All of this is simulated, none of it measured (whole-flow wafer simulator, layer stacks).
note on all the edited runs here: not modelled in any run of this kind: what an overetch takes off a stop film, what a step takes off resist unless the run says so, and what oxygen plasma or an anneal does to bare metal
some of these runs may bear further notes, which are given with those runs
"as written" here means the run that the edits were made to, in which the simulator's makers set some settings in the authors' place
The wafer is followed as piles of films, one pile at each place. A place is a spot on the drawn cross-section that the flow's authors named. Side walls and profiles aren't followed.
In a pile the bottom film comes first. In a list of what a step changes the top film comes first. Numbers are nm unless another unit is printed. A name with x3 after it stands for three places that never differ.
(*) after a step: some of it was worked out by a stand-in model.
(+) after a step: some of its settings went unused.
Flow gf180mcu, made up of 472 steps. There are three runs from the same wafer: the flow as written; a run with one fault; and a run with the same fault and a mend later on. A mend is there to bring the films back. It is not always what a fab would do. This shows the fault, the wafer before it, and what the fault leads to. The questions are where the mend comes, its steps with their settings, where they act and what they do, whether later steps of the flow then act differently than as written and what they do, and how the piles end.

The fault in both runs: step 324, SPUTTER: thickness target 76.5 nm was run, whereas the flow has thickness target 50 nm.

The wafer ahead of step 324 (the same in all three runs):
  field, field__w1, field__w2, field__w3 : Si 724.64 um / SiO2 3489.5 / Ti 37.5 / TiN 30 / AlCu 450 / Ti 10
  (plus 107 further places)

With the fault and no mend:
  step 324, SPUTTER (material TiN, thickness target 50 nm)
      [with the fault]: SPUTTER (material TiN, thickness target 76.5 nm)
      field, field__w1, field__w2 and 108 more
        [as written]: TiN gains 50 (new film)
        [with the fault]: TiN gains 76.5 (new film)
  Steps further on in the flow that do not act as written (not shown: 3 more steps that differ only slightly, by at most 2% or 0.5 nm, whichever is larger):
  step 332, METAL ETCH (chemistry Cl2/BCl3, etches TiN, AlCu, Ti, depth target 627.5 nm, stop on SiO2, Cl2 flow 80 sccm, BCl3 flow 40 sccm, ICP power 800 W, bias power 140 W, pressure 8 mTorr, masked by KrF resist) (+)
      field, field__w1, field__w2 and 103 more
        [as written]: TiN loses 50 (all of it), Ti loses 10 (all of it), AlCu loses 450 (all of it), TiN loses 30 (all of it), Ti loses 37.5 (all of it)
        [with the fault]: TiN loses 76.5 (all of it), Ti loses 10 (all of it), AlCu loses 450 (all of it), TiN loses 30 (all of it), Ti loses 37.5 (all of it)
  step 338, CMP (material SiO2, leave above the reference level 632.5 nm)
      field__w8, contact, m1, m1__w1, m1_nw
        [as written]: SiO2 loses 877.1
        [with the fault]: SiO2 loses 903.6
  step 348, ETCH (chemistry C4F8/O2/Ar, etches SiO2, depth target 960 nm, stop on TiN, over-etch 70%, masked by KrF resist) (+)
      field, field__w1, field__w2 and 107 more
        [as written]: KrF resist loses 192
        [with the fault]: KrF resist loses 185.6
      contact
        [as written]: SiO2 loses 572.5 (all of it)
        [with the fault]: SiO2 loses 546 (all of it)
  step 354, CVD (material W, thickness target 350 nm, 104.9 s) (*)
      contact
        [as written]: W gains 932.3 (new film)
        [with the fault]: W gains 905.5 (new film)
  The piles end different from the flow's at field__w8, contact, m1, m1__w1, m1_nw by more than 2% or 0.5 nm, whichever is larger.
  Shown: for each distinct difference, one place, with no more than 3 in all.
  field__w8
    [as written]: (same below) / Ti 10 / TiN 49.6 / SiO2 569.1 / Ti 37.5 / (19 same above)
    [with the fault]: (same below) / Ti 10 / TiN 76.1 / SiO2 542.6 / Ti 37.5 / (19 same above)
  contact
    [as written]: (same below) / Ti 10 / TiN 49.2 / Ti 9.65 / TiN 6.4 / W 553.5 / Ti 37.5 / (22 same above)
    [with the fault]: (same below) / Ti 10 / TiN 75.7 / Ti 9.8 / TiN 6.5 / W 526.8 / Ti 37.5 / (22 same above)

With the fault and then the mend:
  After step 324 comes the mend.
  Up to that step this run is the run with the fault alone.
  step 324a, METAL ETCH (chemistry Cl2/BCl3, etches TiN, AlCu, Ti, depth target 26.5 nm, Cl2 flow 80 sccm, BCl3 flow 40 sccm, ICP power 800 W, bias power 140 W, pressure 8 mTorr) (the flow's step 260 again, with other settings)
      field, field__w1, field__w2 and 108 more
        TiN loses 26.5
  Every later step of the flow that is run acts as written at every place that is followed.
  By the end, the piles equal the flow's at every place that both follow.
